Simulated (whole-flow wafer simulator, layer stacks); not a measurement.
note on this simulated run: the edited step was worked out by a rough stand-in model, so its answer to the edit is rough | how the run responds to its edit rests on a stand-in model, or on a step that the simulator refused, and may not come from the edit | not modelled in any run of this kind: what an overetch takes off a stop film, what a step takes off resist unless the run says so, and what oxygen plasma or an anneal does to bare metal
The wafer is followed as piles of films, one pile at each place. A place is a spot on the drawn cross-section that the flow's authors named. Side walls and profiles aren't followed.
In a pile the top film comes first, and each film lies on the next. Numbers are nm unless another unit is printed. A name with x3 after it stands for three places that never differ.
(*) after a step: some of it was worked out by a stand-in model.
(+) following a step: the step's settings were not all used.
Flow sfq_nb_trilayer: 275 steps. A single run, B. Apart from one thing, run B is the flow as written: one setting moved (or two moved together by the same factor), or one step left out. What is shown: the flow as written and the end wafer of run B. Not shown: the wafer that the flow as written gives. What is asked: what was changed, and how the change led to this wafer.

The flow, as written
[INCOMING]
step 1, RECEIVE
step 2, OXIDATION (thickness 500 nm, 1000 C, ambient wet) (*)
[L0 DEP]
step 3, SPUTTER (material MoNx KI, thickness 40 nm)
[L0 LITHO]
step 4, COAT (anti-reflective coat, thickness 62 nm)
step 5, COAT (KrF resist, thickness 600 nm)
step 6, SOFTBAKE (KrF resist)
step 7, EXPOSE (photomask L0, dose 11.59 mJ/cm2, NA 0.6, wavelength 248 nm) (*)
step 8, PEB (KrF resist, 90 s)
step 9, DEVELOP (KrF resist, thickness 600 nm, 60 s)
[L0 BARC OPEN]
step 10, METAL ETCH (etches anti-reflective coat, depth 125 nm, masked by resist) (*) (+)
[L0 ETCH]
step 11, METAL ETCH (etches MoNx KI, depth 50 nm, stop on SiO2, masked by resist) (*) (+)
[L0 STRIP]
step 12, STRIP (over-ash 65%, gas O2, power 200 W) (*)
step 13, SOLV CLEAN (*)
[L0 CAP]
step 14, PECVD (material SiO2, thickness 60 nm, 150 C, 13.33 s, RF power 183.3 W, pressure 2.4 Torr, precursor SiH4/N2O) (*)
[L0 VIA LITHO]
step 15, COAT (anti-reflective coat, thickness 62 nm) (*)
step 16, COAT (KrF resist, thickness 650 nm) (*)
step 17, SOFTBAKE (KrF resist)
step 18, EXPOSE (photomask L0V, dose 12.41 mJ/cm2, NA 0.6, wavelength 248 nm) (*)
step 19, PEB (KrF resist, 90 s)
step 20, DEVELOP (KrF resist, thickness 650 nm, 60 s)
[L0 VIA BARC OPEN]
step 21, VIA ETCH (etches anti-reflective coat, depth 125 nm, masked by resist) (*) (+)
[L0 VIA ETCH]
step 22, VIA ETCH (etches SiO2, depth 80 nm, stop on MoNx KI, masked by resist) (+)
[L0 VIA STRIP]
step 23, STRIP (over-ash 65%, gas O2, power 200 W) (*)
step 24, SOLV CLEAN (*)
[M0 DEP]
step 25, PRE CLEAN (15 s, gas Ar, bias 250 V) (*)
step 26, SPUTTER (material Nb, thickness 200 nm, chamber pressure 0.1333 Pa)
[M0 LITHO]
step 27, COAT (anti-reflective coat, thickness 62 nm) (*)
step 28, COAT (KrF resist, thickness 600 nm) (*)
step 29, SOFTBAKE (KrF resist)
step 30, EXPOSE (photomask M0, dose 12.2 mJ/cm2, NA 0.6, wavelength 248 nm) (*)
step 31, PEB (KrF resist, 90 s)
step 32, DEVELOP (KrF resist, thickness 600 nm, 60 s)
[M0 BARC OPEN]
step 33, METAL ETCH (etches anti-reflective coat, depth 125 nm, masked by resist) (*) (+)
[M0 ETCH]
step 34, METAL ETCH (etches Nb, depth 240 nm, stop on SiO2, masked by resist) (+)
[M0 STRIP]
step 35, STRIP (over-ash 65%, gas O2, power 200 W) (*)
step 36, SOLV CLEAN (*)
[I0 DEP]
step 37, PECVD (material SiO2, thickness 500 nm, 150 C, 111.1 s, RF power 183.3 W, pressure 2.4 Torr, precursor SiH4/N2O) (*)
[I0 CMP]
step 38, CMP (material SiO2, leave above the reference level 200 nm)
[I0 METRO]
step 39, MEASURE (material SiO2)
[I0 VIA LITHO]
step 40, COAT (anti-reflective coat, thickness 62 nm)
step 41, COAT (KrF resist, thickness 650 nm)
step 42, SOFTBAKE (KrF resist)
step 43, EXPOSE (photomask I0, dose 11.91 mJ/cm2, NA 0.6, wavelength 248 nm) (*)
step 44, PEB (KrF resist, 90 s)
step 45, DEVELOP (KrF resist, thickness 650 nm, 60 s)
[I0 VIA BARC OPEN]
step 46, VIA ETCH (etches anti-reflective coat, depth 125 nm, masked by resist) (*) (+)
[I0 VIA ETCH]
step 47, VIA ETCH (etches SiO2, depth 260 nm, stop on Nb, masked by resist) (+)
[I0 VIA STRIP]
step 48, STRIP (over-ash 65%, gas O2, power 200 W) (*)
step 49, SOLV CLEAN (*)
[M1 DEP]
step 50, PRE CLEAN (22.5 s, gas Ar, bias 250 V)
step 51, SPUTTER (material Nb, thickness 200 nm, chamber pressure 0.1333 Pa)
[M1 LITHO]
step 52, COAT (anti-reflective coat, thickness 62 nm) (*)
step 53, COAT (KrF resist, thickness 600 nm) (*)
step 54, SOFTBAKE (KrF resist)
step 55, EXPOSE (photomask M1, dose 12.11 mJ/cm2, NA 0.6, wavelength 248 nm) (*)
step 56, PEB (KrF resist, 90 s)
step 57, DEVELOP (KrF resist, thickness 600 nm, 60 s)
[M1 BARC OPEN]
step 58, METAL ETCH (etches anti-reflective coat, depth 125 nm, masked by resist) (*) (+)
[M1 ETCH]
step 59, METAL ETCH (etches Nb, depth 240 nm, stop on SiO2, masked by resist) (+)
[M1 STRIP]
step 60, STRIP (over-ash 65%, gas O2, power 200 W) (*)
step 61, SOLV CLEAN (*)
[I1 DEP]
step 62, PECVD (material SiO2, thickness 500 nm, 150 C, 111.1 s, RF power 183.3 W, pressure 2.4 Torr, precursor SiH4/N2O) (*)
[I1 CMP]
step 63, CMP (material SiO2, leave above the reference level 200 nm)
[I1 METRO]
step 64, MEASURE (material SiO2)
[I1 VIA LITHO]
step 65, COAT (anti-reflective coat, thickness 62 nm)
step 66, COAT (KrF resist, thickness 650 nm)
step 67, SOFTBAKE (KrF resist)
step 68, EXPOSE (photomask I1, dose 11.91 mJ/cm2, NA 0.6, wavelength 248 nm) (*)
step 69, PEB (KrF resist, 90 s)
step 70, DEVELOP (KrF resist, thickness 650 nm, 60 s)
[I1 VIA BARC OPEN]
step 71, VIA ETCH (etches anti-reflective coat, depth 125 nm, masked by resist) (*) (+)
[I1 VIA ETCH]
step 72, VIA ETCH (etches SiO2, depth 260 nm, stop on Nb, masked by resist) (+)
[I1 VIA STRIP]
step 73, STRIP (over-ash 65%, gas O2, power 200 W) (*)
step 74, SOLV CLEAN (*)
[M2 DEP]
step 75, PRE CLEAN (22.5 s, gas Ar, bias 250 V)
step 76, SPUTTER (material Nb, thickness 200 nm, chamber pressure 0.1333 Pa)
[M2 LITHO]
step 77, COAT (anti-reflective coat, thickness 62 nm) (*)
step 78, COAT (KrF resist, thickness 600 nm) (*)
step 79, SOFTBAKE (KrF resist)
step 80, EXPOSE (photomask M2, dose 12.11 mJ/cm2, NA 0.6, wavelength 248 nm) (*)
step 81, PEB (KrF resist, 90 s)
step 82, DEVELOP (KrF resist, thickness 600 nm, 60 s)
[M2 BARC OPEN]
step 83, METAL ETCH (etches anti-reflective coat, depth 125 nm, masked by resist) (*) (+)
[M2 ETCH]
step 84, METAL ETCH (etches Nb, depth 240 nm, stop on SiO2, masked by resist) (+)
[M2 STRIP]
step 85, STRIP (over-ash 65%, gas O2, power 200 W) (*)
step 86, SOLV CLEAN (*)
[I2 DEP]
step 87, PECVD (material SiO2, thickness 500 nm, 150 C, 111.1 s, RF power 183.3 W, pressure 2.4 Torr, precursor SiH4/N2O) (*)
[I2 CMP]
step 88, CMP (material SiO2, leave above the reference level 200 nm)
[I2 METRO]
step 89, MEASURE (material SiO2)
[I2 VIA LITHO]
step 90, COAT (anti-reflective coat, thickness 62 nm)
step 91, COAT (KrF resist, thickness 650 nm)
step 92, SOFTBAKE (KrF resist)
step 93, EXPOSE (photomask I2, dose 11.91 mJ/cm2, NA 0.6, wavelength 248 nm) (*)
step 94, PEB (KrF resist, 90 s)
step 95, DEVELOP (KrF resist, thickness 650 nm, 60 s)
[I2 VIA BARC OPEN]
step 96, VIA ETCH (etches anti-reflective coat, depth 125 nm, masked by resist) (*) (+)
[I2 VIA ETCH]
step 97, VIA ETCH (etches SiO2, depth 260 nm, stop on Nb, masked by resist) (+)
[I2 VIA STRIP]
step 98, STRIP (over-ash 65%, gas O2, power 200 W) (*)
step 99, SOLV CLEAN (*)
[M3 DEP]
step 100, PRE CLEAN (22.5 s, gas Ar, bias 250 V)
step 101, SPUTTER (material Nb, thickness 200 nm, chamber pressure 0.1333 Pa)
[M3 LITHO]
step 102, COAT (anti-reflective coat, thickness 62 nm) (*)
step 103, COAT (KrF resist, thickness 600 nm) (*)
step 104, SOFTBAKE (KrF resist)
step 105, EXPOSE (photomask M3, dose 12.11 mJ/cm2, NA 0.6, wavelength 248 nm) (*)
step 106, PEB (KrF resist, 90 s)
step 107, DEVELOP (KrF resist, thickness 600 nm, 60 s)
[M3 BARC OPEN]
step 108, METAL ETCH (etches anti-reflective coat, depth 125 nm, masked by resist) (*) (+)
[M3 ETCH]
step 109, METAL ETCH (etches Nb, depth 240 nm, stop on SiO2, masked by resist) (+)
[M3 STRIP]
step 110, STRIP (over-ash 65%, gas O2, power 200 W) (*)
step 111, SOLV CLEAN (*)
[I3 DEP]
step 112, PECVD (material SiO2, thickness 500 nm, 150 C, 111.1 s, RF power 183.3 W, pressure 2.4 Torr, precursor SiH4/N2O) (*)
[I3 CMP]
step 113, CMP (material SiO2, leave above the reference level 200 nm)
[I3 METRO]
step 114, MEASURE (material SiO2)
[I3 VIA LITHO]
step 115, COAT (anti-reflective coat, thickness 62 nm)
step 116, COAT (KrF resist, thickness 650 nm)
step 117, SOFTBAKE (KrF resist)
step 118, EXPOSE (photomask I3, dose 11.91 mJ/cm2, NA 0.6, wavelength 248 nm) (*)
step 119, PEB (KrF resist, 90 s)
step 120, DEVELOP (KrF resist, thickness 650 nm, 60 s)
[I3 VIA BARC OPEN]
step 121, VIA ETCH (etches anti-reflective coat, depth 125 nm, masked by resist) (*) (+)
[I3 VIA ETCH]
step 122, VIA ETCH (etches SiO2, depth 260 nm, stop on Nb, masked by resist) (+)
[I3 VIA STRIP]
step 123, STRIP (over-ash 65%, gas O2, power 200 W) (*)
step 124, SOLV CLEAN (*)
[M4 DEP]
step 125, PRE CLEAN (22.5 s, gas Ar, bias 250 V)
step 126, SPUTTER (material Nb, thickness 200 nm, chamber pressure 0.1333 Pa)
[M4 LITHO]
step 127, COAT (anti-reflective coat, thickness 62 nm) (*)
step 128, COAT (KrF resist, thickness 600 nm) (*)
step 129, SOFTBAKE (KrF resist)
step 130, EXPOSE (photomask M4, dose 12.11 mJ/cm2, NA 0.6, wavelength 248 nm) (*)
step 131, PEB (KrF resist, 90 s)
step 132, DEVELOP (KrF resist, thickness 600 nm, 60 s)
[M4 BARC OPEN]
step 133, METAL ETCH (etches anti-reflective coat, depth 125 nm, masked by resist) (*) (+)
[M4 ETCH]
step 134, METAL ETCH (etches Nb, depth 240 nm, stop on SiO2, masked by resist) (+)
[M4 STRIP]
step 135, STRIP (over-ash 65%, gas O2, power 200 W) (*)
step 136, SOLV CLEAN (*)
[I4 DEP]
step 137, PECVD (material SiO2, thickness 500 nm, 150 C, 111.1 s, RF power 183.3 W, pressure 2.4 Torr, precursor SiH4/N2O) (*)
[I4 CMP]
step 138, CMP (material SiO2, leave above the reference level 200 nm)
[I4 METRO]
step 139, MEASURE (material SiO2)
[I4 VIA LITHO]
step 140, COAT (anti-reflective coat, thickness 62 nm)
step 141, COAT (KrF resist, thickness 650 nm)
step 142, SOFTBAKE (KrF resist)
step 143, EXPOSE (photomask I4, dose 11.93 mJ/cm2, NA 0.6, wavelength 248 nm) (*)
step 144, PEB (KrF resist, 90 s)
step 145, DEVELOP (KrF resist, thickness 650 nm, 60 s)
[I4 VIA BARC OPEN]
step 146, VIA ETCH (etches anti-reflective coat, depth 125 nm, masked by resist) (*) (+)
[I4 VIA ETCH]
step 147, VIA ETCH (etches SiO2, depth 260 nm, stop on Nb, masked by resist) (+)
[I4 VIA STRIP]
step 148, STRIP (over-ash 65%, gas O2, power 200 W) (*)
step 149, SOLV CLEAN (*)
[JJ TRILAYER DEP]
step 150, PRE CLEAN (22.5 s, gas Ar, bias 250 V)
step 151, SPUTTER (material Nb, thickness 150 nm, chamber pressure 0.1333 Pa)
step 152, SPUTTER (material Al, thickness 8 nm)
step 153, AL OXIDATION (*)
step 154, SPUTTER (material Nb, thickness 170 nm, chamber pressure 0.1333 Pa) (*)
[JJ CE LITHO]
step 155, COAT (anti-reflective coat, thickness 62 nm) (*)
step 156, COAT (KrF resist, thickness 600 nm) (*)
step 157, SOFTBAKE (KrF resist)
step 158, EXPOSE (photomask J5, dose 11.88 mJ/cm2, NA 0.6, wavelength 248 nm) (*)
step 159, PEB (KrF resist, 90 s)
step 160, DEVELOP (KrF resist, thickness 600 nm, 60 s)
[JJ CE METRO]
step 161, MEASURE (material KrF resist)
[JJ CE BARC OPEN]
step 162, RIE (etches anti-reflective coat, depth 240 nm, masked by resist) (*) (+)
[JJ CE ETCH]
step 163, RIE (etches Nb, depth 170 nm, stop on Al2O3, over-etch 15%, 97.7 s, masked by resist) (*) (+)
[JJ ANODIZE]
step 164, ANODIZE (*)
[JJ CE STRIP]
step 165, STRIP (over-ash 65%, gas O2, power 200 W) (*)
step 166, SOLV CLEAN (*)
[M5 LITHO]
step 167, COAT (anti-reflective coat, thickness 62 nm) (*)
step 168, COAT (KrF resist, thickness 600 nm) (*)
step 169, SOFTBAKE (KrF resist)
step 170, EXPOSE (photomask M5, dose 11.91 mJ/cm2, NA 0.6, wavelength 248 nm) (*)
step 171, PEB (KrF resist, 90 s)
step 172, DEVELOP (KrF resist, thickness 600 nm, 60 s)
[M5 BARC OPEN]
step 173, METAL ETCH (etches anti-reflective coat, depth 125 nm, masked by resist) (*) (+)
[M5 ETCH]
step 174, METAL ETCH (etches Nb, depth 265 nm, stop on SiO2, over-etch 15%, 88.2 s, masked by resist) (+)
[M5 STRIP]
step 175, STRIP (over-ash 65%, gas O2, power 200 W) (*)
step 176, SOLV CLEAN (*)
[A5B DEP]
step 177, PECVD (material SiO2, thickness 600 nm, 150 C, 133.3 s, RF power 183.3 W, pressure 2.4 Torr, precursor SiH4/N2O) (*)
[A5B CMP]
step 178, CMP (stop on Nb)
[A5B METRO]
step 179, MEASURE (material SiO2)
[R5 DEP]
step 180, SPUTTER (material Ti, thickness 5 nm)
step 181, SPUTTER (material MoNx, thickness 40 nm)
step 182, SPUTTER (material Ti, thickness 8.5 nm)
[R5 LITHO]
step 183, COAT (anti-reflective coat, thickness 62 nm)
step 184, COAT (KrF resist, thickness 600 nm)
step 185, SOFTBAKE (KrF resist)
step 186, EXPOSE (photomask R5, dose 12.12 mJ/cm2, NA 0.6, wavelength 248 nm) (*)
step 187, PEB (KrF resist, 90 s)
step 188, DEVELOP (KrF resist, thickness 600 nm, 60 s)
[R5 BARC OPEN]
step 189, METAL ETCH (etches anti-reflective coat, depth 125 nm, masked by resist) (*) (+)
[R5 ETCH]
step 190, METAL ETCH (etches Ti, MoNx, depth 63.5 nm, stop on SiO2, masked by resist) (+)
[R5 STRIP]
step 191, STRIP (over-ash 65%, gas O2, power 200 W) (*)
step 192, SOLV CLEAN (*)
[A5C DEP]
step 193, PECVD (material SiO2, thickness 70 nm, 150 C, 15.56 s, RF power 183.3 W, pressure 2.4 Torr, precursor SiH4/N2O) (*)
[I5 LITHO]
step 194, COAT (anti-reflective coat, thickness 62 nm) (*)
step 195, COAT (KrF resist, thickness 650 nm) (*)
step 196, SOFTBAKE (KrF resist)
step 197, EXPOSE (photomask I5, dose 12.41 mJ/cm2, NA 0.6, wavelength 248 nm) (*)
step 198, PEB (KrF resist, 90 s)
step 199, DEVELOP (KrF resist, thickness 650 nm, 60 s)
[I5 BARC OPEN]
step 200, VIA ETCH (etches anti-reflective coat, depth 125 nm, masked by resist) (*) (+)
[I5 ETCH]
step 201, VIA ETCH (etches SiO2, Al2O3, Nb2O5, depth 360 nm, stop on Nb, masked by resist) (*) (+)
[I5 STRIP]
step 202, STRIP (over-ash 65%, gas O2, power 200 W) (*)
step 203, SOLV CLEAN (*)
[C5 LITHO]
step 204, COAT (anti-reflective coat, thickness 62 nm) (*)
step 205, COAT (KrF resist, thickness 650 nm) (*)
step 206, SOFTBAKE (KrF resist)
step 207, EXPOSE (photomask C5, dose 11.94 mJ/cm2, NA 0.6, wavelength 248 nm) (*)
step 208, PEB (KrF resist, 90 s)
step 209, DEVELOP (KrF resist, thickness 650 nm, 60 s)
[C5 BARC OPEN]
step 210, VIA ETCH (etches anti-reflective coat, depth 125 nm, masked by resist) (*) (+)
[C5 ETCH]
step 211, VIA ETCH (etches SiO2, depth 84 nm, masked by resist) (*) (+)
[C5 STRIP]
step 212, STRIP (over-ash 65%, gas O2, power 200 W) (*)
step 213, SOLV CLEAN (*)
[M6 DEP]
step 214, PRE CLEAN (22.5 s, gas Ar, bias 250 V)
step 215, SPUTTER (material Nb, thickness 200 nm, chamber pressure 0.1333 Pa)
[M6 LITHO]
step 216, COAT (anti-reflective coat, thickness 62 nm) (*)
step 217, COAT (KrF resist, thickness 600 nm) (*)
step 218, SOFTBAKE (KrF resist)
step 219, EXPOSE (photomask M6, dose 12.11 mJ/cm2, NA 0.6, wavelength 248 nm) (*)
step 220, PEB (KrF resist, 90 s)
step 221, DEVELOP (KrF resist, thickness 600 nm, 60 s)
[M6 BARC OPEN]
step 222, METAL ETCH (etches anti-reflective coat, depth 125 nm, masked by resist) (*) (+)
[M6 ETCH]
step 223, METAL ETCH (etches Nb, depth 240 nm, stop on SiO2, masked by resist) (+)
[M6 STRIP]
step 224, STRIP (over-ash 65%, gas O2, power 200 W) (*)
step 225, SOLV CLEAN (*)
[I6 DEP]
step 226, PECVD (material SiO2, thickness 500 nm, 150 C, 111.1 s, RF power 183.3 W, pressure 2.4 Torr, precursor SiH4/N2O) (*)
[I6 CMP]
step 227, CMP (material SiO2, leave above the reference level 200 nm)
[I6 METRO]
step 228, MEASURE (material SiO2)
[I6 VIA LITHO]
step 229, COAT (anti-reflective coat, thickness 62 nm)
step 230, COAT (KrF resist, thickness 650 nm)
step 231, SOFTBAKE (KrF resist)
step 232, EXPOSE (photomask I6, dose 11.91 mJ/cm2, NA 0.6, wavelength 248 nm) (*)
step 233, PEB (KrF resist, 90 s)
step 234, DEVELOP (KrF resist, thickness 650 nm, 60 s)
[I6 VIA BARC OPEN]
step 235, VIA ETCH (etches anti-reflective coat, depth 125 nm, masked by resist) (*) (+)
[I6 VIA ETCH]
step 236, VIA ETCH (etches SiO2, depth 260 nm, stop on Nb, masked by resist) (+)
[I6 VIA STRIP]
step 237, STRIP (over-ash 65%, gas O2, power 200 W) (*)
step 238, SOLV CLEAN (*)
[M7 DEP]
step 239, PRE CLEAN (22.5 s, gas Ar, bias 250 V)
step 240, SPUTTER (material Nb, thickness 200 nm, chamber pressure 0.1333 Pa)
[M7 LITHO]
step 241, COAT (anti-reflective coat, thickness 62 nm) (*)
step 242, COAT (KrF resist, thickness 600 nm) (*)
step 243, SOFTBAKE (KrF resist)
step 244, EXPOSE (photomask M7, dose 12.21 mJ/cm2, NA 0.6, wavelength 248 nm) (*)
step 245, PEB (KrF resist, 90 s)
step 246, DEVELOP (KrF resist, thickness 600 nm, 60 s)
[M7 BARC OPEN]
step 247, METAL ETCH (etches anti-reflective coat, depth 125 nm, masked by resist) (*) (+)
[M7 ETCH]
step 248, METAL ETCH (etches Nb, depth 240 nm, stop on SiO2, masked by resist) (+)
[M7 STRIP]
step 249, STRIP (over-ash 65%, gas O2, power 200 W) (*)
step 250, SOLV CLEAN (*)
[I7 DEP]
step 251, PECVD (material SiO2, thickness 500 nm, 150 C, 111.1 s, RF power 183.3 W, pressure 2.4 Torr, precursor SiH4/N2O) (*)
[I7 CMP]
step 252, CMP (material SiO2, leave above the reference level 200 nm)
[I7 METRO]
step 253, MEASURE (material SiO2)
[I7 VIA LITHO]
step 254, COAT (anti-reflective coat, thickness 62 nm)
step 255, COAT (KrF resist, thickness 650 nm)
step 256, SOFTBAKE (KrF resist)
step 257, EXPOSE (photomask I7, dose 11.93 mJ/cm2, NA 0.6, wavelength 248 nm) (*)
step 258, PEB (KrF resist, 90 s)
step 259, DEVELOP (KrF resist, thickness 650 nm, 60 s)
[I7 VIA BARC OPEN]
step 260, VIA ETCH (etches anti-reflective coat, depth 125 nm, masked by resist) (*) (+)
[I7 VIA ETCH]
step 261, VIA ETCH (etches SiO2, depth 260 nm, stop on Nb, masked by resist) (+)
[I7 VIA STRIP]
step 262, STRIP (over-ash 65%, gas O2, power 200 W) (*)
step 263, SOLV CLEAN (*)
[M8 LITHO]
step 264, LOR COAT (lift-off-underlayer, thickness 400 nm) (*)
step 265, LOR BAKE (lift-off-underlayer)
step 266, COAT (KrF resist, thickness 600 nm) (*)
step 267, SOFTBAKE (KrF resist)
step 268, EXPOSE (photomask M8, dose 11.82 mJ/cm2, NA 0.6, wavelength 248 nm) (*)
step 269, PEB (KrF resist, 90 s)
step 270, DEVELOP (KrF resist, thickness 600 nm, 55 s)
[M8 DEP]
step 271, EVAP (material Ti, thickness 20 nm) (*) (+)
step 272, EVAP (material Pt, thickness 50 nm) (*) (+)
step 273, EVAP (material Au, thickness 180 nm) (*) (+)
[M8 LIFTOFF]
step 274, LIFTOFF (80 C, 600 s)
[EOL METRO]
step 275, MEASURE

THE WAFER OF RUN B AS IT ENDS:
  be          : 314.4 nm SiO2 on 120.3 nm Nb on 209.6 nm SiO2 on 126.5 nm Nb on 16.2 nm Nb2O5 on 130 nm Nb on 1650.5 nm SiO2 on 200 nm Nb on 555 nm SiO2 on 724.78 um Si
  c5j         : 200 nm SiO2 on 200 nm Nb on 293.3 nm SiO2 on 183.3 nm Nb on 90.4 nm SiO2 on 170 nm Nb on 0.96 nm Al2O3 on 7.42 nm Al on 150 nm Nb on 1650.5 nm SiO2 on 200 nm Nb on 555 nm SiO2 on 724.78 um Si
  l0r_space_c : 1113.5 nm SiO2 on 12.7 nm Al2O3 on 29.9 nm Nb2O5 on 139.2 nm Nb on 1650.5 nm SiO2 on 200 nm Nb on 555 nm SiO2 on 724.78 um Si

Cause: step 137, PECVD: thickness 288 nm was run, while the flow as written has thickness 500 nm; step 137, PECVD: 63.89 s was run, where the flow has 111.1 s.

The path from the change to this, step by step:
  step 137, PECVD (material SiO2, thickness 500 nm, 150 C, 111.1 s, RF power 183.3 W, pressure 2.4 Torr, precursor SiH4/N2O) (*)
      field_l, be, be_sur and 55 more: SiO2 gains 288 (it would be, as written: SiO2 gains 500)
      v_sur, via_wl, via_w and 35 more: SiO2 gains 288 (new film) (it would be, as written: SiO2 gains 500 (new film))
      (and at 10 other places as well)
  step 138, CMP (material SiO2, leave above the reference level 200 nm)
      field_l, be, be_sur and 55 more: nothing (it would be, as written: SiO2 loses 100)
      p3_s0, p3_s1, p3_s2, p3_s3, p3_s4, p3_s5: nothing (it would be, as written: SiO2 loses 157.1)
      (and at 42 other places as well)
  step 140, COAT (anti-reflective coat, thickness 62 nm)
      m0r_line_l, m0r_line_r, m6r_line_l, m6r_line_r, m7r_line_l, m7r_line_r: anti-reflective coat gains 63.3 (new film) (it would be, as written: anti-reflective coat gains 62 (new film))
      m0r_space_l, m0r_space_r, m6r_space_l, m6r_space_r, m7r_space_l, m7r_space_r: anti-reflective coat gains 76.7 (new film) (it would be, as written: anti-reflective coat gains 62 (new film))
      (and at 82 other places as well)
  step 141, COAT (KrF resist, thickness 650 nm)
      m0r_line_l, m0r_line_r, m6r_line_l, m6r_line_r, m7r_line_l, m7r_line_r: KrF resist gains 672 (new film) (it would be, as written: KrF resist gains 650 (new film))
      m0r_space_l, m0r_space_r, m6r_space_l, m6r_space_r, m7r_space_l, m7r_space_r: KrF resist gains 663.6 (new film) (it would be, as written: KrF resist gains 650 (new film))
      (and at 61 other places as well)
  step 145, DEVELOP (KrF resist, thickness 650 nm, 60 s)
      via_wl: KrF resist loses 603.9 (all of it) (it would be, as written: KrF resist loses 648.6 (all of it))
      via_w: KrF resist loses 609.4 (all of it) (it would be, as written: KrF resist loses 648.6 (all of it))
      (and at 1 other place as well)
  step 146, VIA ETCH (etches anti-reflective coat, depth 125 nm, masked by resist) (*) (+)
      field_l, v_sur, via_sp and 100 more: KrF resist loses 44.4 (it would be, as written: KrF resist loses 51.7)
      via_wl, via_w: anti-reflective coat loses 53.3 (all of it), SiO2 loses 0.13 (it would be, as written: anti-reflective coat loses 62 (all of it), SiO2 loses 0.16)
      (and at 1 other place as well)
  step 148, STRIP (over-ash 65%, gas O2, power 200 W) (*)
      m0r_line_l, m0r_line_r, m6r_line_l, m6r_line_r, m7r_line_l, m7r_line_r: KrF resist loses 557.8 (all of it), anti-reflective coat loses 63.3 (all of it) (it would be, as written: KrF resist loses 528.6 (all of it), anti-reflective coat loses 62 (all of it))
      m0r_space_l, m0r_space_r, m6r_space_l, m6r_space_r, m7r_space_l, m7r_space_r: KrF resist loses 549.4 (all of it), anti-reflective coat loses 76.7 (all of it) (it would be, as written: KrF resist loses 528.6 (all of it), anti-reflective coat loses 62 (all of it))
      (and at 83 other places as well)
  step 151, SPUTTER (material Nb, thickness 150 nm, chamber pressure 0.1333 Pa)
      lsp_r, l0_sur, l0v: Nb gains 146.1 (new film) (it would be, as written: Nb gains 150 (new film))
      be, lsp_l: Nb gains 141.5 (new film) (it would be, as written: Nb gains 150 (new film))
      (and at 1 other place as well)
  step 152, SPUTTER (material Al, thickness 8 nm)
      via_v: Al gains 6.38 (new film) (it would be, as written: Al gains 8 (new film))
  step 154, SPUTTER (material Nb, thickness 170 nm, chamber pressure 0.1333 Pa) (*)
      lsp_r, l0_sur, l0v: Nb gains 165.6 (new film) (it would be, as written: Nb gains 170 (new film))
      be, lsp_l: Nb gains 159.6 (new film) (it would be, as written: Nb gains 170 (new film))
      (and at 1 other place as well)
  step 155, COAT (anti-reflective coat, thickness 62 nm) (*)
      p3_l1, p3_l2, p3_l3, p3_l4: anti-reflective coat gains 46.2 (new film) (it would be, as written: anti-reflective coat gains 62 (new film))
      ce_r, sp_r, be_r: anti-reflective coat gains 63.1 (new film) (it would be, as written: anti-reflective coat gains 61.5 (new film))
      (and at 89 other places as well)
  step 156, COAT (KrF resist, thickness 600 nm) (*)
      wl_b_sr, m8r_pad_l, m8r_pad_r: KrF resist gains 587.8 (new film) (it would be, as written: KrF resist gains 600 (new film))
      m0r_line_l, m6r_line_l, m7r_line_l: KrF resist gains 620.2 (new film) (it would be, as written: KrF resist gains 600 (new film))
      (and at 69 other places as well)
  step 160, DEVELOP (KrF resist, thickness 600 nm, 60 s)
      wl_a_sl, m8r_pad_l, m8r_pad_r: KrF resist loses 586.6 (all of it) (it would be, as written: KrF resist loses 598.7 (all of it))
      m0r_line_l, m6r_line_l, m7r_line_l: KrF resist loses 618.9 (all of it) (it would be, as written: KrF resist loses 598.7 (all of it))
      (and at 68 other places as well)
  step 162, RIE (etches anti-reflective coat, depth 240 nm, masked by resist) (*) (+)
      ce_l, c5j, ce_r, wl_jj: KrF resist loses 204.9 (it would be, as written: KrF resist loses 209.4)
      p3_l1, p3_l2, p3_l3, p3_l4: anti-reflective coat loses 46.2 (all of it) (it would be, as written: anti-reflective coat loses 62 (all of it))
      (and at 88 other places as well)
  step 163, RIE (etches Nb, depth 170 nm, stop on Al2O3, over-etch 15%, 97.7 s, masked by resist) (*) (+)
      be, lsp_l: Nb loses 159.6 (all of it), Al2O3 loses 0.96 (all of it) (it would be, as written: Nb loses 170 (all of it), Al2O3 loses 0.51)
      via_v: Nb loses 133.2 (all of it), Al2O3 loses 0.96 (all of it) (it would be, as written: Nb loses 170 (all of it), Al2O3 loses 0.51)
      (and at 3 other places as well)
  step 164, ANODIZE (*)
      be, lsp_l: Al2O3 gains 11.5 (new film), Nb2O5 gains 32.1 (new film), Al loses 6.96 (all of it), Nb loses 11.5 (it would be, as written: Al2O3 gains 12.2, Nb2O5 gains 29.9 (new film), Al loses 7.42 (all of it), Nb loses 10.8)
      via_v: Al2O3 gains 9.57 (new film), Nb2O5 gains 35.5 (new film), Al loses 5.8 (all of it), Nb loses 12.8 (it would be, as written: Al2O3 gains 12.2, Nb2O5 gains 29.9 (new film), Al loses 7.42 (all of it), Nb loses 10.8)
      (and at 3 other places as well)
  ... 46 other steps ...
  step 274, LIFTOFF (80 C, 600 s)
      be: Au loses 180 (all of it), Pt loses 50 (all of it), Ti loses 20 (all of it), KrF resist loses 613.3 (all of it), lift-off-underlayer loses 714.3 (all of it) (it would be, as written: Au loses 180 (all of it), Pt loses 50 (all of it), Ti loses 20 (all of it), KrF resist loses 572.1 (all of it), lift-off-underlayer loses 398.5 (all of it))
      be_sur: Au loses 180 (all of it), Pt loses 50 (all of it), Ti loses 20 (all of it), KrF resist loses 587.1 (all of it), lift-off-underlayer loses 366.6 (all of it) (it would be, as written: Au loses 180 (all of it), Pt loses 50 (all of it), Ti loses 20 (all of it), KrF resist loses 572.6 (all of it), lift-off-underlayer loses 398.9 (all of it))
      (and at 1 other place as well)
Taking metal films that touch as one body, be has 4 bodies (between them, from the top down: SiO2 209.6; Nb2O5 16.2; SiO2 1650.5); the flow as written gives 3 bodies (between them, from the top down: SiO2 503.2; SiO2 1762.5).
Taking metal films that touch as one body, c5j has 5 bodies (between them, from the top down: SiO2 293.3; SiO2 90.4; Al2O3 0.96; SiO2 1650.5); the flow as written gives 4 bodies (between them, from the top down: SiO2 284.2; Al2O3 0.96; SiO2 1762.5).
